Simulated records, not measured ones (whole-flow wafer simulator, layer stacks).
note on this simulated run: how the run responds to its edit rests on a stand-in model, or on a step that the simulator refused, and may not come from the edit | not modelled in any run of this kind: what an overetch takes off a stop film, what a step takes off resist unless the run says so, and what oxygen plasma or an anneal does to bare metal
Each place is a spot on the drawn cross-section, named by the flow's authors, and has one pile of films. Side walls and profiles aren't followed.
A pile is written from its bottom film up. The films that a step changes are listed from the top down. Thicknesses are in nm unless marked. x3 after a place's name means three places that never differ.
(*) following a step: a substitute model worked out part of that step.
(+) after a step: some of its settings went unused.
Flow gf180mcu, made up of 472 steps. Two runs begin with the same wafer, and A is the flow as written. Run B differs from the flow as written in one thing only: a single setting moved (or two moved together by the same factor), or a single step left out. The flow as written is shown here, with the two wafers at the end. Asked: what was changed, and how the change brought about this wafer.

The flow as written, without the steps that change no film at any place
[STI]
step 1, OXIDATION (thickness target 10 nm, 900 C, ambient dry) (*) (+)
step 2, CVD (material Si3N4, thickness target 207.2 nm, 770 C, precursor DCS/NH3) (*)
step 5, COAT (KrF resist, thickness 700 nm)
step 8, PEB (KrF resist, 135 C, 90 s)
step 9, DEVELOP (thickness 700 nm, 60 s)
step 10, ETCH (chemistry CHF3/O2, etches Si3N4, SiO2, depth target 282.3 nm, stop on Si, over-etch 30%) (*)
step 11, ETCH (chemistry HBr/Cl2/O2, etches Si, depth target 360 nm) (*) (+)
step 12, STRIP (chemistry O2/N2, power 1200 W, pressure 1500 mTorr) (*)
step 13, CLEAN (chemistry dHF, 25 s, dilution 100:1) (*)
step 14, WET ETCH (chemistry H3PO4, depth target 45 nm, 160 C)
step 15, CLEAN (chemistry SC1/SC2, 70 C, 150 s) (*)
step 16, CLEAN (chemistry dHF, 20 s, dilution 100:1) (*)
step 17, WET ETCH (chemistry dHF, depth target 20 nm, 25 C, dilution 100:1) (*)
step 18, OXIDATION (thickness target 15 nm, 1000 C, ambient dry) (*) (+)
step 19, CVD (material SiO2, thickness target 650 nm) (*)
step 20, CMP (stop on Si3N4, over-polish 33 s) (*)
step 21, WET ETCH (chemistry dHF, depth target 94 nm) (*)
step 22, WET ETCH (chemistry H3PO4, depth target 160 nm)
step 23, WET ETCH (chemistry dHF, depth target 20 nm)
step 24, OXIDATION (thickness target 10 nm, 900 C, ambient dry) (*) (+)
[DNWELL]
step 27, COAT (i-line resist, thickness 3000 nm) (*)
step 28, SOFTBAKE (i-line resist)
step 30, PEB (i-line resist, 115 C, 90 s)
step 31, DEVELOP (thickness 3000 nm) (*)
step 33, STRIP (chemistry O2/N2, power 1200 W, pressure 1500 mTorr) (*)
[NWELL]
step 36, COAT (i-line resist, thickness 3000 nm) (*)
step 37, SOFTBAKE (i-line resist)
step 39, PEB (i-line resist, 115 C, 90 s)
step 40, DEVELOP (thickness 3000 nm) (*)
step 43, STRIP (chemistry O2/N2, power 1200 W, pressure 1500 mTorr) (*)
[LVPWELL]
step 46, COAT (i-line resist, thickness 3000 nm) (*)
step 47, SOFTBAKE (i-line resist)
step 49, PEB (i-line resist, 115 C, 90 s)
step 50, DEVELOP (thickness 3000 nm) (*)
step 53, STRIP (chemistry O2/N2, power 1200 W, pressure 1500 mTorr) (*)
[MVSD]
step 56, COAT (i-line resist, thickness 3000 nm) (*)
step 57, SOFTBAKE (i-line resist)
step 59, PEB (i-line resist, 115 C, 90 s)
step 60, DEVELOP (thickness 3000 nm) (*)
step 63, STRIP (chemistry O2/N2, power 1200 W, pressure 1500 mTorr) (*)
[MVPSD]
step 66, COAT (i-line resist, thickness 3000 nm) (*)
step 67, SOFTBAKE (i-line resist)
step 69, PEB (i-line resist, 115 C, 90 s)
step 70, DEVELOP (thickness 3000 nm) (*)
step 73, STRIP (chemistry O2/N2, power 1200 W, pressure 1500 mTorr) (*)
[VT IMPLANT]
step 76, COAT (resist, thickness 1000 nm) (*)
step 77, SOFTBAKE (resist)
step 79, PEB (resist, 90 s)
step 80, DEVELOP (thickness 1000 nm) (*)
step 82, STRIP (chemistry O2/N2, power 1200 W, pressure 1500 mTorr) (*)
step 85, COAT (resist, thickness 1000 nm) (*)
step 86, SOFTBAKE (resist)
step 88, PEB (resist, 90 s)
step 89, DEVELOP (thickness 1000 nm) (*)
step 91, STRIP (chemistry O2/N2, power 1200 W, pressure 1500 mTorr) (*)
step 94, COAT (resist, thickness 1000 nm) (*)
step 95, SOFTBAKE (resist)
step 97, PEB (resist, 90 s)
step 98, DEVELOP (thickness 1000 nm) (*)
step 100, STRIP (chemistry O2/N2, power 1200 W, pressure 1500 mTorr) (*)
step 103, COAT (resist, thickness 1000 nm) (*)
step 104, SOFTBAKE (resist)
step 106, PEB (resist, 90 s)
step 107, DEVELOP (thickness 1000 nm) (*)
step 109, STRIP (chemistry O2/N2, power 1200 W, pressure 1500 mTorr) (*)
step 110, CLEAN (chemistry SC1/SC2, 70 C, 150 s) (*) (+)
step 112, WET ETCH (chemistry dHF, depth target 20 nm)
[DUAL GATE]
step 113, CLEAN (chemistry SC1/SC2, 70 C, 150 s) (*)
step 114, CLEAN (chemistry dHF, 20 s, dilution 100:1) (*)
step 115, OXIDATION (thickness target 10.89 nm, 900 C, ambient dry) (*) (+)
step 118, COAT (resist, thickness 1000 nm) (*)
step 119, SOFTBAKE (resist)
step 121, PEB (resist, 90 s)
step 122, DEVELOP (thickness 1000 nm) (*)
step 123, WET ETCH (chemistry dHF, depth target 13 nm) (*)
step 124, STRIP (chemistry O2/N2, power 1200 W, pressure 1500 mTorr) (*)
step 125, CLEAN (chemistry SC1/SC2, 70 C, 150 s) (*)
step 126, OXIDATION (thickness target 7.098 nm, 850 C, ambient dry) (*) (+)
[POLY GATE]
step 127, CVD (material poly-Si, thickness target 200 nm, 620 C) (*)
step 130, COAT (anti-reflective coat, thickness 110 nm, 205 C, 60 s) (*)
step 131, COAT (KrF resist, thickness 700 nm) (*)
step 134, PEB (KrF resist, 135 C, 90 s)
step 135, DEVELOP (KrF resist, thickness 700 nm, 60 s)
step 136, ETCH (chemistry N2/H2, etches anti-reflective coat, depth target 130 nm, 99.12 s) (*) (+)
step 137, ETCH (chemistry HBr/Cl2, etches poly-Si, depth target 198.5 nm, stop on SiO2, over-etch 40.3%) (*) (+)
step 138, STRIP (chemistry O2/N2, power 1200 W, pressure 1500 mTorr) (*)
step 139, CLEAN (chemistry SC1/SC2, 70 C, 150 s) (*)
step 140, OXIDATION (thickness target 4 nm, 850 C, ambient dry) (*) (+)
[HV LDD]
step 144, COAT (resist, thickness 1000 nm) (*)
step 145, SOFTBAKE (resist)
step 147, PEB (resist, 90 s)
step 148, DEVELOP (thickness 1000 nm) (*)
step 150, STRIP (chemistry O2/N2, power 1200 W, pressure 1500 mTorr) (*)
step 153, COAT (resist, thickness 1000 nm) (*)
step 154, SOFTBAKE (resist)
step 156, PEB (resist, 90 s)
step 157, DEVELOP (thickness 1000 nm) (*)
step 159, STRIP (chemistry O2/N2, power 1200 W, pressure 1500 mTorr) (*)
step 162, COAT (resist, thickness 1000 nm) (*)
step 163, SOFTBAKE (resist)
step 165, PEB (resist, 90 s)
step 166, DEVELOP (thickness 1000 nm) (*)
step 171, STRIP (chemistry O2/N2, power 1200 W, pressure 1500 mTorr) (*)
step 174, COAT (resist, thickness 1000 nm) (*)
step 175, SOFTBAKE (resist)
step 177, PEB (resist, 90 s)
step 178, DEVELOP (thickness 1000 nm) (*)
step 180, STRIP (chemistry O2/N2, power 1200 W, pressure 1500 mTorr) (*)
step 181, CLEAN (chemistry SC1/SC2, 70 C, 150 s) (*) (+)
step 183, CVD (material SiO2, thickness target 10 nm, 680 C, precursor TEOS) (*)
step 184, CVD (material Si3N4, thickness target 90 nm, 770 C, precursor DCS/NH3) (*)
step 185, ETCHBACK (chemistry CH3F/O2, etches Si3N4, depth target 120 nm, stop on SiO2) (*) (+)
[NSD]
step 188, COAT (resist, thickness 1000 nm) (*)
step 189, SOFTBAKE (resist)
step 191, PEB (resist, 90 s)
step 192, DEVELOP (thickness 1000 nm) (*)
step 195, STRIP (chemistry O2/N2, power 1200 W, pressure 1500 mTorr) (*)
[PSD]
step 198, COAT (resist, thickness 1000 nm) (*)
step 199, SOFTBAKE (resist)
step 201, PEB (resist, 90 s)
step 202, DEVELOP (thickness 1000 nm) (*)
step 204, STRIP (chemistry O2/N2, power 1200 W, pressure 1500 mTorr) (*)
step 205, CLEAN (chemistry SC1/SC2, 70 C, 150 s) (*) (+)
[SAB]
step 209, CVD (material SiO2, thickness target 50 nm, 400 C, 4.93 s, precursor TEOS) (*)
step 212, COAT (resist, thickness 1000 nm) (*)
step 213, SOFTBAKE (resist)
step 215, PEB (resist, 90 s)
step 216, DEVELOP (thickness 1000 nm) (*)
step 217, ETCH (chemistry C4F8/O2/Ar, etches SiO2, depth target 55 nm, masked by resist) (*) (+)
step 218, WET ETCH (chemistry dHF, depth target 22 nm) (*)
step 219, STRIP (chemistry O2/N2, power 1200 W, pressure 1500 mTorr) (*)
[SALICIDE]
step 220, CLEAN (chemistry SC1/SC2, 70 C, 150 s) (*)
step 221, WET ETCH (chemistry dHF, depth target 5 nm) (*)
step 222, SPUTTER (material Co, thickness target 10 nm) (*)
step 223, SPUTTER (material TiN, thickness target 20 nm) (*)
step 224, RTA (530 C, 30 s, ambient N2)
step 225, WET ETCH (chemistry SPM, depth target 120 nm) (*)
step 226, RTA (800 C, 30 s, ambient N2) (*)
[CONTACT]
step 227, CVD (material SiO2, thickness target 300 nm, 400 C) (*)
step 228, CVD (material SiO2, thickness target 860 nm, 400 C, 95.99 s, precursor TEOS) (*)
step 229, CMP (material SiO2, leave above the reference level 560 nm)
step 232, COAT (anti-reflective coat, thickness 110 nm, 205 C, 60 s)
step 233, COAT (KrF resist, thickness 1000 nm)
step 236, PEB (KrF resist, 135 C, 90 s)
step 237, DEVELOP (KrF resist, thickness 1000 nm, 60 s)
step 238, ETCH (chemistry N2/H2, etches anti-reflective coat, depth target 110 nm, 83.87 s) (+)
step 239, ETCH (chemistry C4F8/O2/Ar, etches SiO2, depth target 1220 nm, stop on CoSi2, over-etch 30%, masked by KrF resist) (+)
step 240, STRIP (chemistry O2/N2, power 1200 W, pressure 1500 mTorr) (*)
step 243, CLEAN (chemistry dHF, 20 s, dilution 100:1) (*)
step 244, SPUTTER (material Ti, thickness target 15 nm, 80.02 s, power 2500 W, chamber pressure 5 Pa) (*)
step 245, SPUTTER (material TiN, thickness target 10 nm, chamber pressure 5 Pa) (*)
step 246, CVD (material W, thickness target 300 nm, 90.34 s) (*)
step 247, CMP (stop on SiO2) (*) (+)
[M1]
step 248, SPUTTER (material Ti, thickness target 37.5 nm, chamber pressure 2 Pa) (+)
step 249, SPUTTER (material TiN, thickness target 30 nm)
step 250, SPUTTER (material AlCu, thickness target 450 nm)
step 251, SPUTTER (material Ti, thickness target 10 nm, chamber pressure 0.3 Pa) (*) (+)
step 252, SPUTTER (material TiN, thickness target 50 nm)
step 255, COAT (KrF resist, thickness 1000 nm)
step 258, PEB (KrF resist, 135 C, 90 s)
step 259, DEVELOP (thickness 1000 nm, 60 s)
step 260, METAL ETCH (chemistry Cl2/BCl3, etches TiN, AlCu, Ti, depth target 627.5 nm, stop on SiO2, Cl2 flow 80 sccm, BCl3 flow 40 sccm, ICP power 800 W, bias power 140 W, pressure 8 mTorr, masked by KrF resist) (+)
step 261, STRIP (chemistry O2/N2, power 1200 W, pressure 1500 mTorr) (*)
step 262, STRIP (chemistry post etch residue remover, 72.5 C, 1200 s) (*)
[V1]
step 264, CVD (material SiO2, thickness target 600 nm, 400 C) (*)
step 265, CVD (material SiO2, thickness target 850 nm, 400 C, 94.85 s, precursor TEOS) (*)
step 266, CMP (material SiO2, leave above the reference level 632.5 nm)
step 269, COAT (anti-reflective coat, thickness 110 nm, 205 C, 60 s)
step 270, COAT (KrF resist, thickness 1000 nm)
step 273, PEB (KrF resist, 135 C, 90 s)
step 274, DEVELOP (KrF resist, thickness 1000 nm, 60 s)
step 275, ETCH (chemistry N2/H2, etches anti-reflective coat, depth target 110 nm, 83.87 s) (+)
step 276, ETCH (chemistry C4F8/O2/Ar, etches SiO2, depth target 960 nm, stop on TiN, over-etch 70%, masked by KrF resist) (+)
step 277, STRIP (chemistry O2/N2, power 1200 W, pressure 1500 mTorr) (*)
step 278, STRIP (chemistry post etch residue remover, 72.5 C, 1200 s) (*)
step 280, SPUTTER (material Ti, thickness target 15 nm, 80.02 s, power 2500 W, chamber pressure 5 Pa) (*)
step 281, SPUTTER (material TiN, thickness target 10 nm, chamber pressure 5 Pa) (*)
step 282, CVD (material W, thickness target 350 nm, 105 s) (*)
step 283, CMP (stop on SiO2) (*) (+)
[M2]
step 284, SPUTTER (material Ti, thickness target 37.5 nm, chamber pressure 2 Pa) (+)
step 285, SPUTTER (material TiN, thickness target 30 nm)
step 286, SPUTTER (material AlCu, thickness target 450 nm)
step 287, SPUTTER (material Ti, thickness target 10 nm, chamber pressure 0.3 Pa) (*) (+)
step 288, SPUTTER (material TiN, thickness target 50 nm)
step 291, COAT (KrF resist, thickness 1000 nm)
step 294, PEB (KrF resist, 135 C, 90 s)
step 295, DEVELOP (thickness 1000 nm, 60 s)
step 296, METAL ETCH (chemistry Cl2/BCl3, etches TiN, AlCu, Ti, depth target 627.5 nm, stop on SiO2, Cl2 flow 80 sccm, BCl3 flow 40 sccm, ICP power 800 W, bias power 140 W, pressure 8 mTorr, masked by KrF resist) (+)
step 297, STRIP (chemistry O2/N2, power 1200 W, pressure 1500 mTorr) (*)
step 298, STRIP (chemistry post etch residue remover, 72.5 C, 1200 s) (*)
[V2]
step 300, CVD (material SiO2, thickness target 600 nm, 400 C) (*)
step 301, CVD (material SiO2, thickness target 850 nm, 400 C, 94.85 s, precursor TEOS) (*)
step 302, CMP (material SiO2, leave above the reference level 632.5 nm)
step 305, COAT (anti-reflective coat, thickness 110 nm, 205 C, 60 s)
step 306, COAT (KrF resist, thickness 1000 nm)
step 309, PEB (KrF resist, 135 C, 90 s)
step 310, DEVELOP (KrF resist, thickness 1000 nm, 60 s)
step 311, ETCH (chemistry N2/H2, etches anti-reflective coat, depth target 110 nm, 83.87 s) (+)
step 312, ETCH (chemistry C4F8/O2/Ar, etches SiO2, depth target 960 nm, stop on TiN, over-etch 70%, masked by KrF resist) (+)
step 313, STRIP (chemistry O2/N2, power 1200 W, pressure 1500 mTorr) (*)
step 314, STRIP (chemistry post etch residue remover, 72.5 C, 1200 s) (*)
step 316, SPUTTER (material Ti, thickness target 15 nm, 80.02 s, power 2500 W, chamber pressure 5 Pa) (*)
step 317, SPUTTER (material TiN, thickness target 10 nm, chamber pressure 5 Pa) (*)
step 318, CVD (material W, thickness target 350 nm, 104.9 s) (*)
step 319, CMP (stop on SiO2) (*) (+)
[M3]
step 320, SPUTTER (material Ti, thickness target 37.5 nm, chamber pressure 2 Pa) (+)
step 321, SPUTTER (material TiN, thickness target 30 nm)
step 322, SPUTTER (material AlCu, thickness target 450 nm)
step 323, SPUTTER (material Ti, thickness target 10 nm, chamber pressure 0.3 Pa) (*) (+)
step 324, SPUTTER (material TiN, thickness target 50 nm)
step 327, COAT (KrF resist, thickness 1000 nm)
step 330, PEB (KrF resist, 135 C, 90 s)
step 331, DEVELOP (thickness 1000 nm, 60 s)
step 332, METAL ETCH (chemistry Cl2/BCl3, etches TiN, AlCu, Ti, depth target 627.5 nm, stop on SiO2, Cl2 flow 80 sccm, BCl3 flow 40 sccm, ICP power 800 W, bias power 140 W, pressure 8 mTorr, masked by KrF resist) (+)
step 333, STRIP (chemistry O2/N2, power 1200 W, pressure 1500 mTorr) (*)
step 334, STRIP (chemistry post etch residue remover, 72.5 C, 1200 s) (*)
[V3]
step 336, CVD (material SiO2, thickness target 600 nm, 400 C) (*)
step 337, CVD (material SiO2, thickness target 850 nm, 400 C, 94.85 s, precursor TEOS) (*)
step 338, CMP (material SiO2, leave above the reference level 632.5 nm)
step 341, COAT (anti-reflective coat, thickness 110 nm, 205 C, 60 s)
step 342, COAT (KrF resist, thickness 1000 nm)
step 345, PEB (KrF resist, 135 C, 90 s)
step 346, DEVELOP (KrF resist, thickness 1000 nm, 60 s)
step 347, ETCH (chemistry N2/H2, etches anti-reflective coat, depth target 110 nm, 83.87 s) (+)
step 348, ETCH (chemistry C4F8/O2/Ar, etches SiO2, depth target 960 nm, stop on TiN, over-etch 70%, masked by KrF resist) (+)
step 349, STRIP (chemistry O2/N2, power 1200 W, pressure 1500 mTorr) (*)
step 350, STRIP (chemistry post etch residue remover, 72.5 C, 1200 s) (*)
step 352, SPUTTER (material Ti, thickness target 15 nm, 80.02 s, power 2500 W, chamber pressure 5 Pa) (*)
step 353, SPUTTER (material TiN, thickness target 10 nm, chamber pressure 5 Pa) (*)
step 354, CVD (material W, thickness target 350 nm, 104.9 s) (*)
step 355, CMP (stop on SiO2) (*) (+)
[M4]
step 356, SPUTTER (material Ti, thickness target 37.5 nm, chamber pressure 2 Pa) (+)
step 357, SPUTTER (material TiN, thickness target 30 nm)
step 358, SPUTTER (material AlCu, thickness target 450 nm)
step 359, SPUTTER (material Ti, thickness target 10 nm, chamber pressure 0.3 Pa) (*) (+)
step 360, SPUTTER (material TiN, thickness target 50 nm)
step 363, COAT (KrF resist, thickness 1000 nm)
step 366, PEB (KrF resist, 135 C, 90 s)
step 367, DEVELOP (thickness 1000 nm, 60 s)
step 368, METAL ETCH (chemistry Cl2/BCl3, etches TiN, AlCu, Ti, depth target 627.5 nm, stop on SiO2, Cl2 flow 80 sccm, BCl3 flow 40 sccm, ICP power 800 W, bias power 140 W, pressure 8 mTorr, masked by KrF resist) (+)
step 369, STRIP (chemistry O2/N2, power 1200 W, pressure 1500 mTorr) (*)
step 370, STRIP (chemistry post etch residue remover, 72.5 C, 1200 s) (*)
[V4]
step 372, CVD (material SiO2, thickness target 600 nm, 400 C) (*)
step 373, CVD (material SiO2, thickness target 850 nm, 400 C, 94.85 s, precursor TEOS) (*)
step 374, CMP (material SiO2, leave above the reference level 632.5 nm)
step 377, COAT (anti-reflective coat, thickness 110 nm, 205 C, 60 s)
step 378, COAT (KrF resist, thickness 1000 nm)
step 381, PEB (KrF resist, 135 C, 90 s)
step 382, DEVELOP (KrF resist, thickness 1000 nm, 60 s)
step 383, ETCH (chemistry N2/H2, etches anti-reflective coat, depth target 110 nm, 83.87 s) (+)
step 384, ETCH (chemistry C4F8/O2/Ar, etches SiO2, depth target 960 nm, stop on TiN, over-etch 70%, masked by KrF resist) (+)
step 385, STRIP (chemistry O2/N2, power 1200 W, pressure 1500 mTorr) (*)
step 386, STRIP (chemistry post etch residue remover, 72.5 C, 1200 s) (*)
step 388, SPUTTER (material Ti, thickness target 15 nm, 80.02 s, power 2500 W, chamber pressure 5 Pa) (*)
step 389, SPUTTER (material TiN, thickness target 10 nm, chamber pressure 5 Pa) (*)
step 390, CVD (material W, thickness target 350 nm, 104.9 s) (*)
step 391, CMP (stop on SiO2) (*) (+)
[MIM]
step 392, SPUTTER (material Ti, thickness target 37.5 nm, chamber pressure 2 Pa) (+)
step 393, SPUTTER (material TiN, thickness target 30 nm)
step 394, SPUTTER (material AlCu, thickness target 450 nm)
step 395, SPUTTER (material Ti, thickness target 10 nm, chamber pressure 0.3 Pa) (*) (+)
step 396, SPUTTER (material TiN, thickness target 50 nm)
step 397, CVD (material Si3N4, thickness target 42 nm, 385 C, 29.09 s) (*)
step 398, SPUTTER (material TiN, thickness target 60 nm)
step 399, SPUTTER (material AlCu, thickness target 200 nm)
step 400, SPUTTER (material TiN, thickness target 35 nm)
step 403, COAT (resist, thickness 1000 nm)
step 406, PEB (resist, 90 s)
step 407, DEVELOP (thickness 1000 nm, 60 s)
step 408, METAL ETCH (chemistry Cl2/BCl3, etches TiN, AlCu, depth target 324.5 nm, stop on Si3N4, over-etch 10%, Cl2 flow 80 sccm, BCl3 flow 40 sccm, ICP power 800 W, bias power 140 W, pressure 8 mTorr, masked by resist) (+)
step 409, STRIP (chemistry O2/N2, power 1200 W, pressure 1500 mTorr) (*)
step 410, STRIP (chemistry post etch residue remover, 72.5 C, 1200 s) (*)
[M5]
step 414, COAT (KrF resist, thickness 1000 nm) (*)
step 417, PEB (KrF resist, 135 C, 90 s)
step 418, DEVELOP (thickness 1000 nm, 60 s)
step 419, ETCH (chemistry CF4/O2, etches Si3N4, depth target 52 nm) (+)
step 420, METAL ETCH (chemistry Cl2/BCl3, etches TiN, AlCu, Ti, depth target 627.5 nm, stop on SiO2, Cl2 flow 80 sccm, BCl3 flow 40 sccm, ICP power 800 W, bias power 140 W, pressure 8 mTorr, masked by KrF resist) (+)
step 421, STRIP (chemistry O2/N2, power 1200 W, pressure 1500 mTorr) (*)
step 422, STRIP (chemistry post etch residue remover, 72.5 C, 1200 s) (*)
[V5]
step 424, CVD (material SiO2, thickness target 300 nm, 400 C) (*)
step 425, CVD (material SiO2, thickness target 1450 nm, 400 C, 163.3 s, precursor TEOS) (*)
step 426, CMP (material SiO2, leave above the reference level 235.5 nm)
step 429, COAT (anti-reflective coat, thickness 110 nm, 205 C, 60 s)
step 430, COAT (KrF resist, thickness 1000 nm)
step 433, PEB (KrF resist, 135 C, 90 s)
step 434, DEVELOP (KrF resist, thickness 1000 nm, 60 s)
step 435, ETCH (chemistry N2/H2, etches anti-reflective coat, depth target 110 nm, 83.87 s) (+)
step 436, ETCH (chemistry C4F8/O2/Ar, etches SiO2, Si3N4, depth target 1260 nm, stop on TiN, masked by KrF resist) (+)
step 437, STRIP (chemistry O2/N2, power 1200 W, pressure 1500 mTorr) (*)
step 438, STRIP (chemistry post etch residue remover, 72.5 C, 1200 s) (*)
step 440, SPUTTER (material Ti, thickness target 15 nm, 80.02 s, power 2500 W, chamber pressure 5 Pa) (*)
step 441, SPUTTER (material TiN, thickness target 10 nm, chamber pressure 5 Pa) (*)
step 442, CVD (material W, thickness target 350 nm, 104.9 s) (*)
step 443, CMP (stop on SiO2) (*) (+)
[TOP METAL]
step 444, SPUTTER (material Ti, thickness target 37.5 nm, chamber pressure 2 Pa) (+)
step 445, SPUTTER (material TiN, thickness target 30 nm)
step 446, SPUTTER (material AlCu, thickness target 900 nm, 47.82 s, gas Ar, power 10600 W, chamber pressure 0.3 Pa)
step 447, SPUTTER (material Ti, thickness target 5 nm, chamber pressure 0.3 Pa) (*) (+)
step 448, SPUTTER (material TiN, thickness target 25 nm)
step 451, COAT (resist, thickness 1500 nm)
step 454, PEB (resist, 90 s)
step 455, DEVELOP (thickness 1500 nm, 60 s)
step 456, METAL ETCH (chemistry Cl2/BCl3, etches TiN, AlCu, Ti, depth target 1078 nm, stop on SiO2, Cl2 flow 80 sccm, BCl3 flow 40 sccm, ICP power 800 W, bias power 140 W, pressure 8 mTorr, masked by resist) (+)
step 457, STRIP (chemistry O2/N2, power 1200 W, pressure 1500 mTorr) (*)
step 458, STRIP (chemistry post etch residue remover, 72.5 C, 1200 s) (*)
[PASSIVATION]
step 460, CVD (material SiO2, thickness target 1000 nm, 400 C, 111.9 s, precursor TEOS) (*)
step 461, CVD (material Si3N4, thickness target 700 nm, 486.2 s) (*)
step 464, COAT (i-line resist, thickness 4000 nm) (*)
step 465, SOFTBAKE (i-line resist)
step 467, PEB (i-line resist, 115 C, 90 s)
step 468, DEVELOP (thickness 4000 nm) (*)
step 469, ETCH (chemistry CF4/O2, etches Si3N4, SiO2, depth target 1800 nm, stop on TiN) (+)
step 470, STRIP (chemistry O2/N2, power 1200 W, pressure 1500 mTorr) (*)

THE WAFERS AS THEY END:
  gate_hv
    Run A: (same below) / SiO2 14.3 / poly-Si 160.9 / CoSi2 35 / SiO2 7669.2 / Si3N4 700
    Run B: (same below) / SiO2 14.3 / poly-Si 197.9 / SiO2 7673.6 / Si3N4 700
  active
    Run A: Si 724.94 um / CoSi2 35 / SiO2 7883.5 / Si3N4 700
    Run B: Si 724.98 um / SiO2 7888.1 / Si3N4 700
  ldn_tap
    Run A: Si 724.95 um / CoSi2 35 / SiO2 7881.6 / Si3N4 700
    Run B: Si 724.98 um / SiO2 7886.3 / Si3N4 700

The reason: step 218, WET ETCH: chemistry dHF, depth target 22 nm (*), was skipped.

The path from the change to this, step by step:
  step 219, STRIP (chemistry O2/N2, power 1200 W, pressure 1500 mTorr) (*)
      gate, gate_hv, gate_p and 23 more: A +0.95 chemical SiO2 (new film), -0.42 poly-Si | B nothing
      active, p_well, sd_n and 20 more: A +0.95 chemical SiO2 (new film), -0.42 Si | B nothing
  step 220, CLEAN (chemistry SC1/SC2, 70 C, 150 s) (*)
      gate, gate_hv, gate_p and 23 more: A -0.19 chemical SiO2, -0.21 poly-Si | B -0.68 SiO2
      active, p_well, sd_n and 12 more: A -0.19 chemical SiO2, -0.21 Si | B -0.68 SiO2
      (and at 6 other places as well)
  step 221, WET ETCH (chemistry dHF, depth target 5 nm) (*)
      active, gate, gate_hv and 23 more: A -0.76 chemical SiO2 (all of it) | B -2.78 SiO2
      ld_gate_p, ld_acc_p, ld_fp_p and 9 more: A -0.76 chemical SiO2 (all of it) | B -2.77 SiO2
      (and at 11 other places as well)
  step 224, RTA (530 C, 30 s, ambient N2)
      gate, gate_hv, gate_p and 22 more: A under 1 film: +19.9 CoSi (new film), -10 Co (all of it), -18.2 poly-Si | B nothing
      active, p_well, sd_n and 11 more: A under 1 film: +19.9 CoSi (new film), -10 Co (all of it), -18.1 Si | B nothing
      (and at 10 other places as well)
  step 225, WET ETCH (chemistry SPM, depth target 120 nm) (*)
      active, p_well, gate and 36 more: A -20 TiN (all of it) | B -20 TiN (all of it), -10 Co (all of it)
      sd_p: A -17.9 TiN (all of it) | B -17.9 TiN (all of it), -9.08 Co (all of it)
      (and at 9 other places as well)
  step 226, RTA (800 C, 30 s, ambient N2) (*)
      gate, gate_hv, gate_p and 22 more: A +35 CoSi2 (new film), -19.9 CoSi (all of it), -18.2 poly-Si | B nothing
      active, p_well, sd_n and 11 more: A +35 CoSi2 (new film), -19.9 CoSi (all of it), -18.1 Si | B nothing
      (and at 10 other places as well)
  step 227, CVD (material SiO2, thickness target 300 nm, 400 C) (*)
      active, p_well, gate and 46 more: A +300 SiO2 (new film) | B +300 SiO2
  step 228, CVD (material SiO2, thickness target 860 nm, 400 C, 95.99 s, precursor TEOS) (*)
      ld_drift_p: A +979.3 SiO2 | B +959.1 SiO2
  step 229, CMP (material SiO2, leave above the reference level 560 nm)
      ldn_sep__w1, ldn_sep__w2, ldn_dft and 8 more: A -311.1 SiO2 | B -329 SiO2
      sti, mim_1p0, pad, dice_street, iso_nw_fld, iso_fld_sub: A -297 SiO2 | B -314.7 SiO2
      (and at 50 other places as well)
  step 239, ETCH (chemistry C4F8/O2/Ar, etches SiO2, depth target 1220 nm, stop on CoSi2, over-etch 30%, masked by KrF resist) (+)
      polyc_n, polyc_p: A -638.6 SiO2 (all of it) | B -643 SiO2 (all of it), -60 poly-Si
      contact: A -859.2 SiO2 (all of it) | B -863.8 SiO2 (all of it), -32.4 Si
  step 240, STRIP (chemistry O2/N2, power 1200 W, pressure 1500 mTorr) (*)
      polyc_n, polyc_p: A nothing | B +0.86 chemical SiO2 (new film), -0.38 poly-Si
      contact: A nothing | B +0.86 chemical SiO2 (new film), -0.38 Si
  step 243, CLEAN (chemistry dHF, 20 s, dilution 100:1) (*)
      contact, polyc_n, polyc_p: A -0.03 CoSi2 | B -0.86 chemical SiO2 (all of it)
  step 246, CVD (material W, thickness target 300 nm, 90.34 s) (*)
      polyc_n, polyc_p: A +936 W (new film) | B +1000.8 W (new film)
      contact: A +1167.5 W (new film) | B +1205.2 W (new film)
  step 471, ANNEAL (400 C, 1800 s, ambient N2/H2)
      polyc_n, polyc_p: A nothing | B under 9 films: +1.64 void (new film), -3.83 Ti, +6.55 TiSi first (new film), -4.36 poly-Si
      contact: A nothing | B under 49 films: +1.62 void (new film), -3.83 Ti, +6.55 TiSi first (new film), -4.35 Si
With metal films that touch counted as one body, gate_hv has 0 bodies; the flow as written gives 1 body.
With metal films that touch counted as one body, active has 0 bodies; the flow as written gives 1 body.
With metal films that touch counted as one body, ldn_tap has 0 bodies; the flow as written gives 1 body.
